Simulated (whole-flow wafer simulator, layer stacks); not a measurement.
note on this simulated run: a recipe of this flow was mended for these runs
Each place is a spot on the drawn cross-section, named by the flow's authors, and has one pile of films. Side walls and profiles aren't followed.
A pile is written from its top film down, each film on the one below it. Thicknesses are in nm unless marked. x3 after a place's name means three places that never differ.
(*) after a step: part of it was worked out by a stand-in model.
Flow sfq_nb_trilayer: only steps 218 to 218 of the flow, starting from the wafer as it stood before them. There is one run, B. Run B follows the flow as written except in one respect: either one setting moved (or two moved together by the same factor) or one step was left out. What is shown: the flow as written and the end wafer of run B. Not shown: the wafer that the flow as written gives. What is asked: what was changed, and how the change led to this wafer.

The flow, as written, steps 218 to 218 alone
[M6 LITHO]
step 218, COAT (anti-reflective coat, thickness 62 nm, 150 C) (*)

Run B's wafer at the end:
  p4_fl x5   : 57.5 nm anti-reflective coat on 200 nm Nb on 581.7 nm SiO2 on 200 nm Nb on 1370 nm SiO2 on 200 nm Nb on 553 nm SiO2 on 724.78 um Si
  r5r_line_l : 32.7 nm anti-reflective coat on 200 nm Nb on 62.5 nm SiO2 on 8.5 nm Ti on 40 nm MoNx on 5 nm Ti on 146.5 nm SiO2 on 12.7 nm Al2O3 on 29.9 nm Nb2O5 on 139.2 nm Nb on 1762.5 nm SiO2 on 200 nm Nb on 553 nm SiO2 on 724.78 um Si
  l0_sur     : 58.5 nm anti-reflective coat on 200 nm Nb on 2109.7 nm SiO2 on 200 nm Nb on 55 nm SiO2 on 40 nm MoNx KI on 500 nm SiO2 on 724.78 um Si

What caused this: step 218, COAT: thickness 57.5 nm was run, whereas the flow has thickness 62 nm.
The wafer lets one read it off: p4_fl x5 has anti-reflective coat 57.5, and step 218 as written asks for 62 nm.

The path from the change to this, step by step:
  step 218, COAT (anti-reflective coat, thickness 62 nm, 150 C) (*)
      p4_fl x5, p4_w1 x9, p3_s0 x9 and 41 more: +57.5 anti-reflective coat (new film) (as written it would have been: +62 anti-reflective coat (new film))
      r5r_line_l, r5r_line_c, r5r_line_r: +32.7 anti-reflective coat (new film) (as written it would have been: +37.1 anti-reflective coat (new film))
      (also at 39 further places)
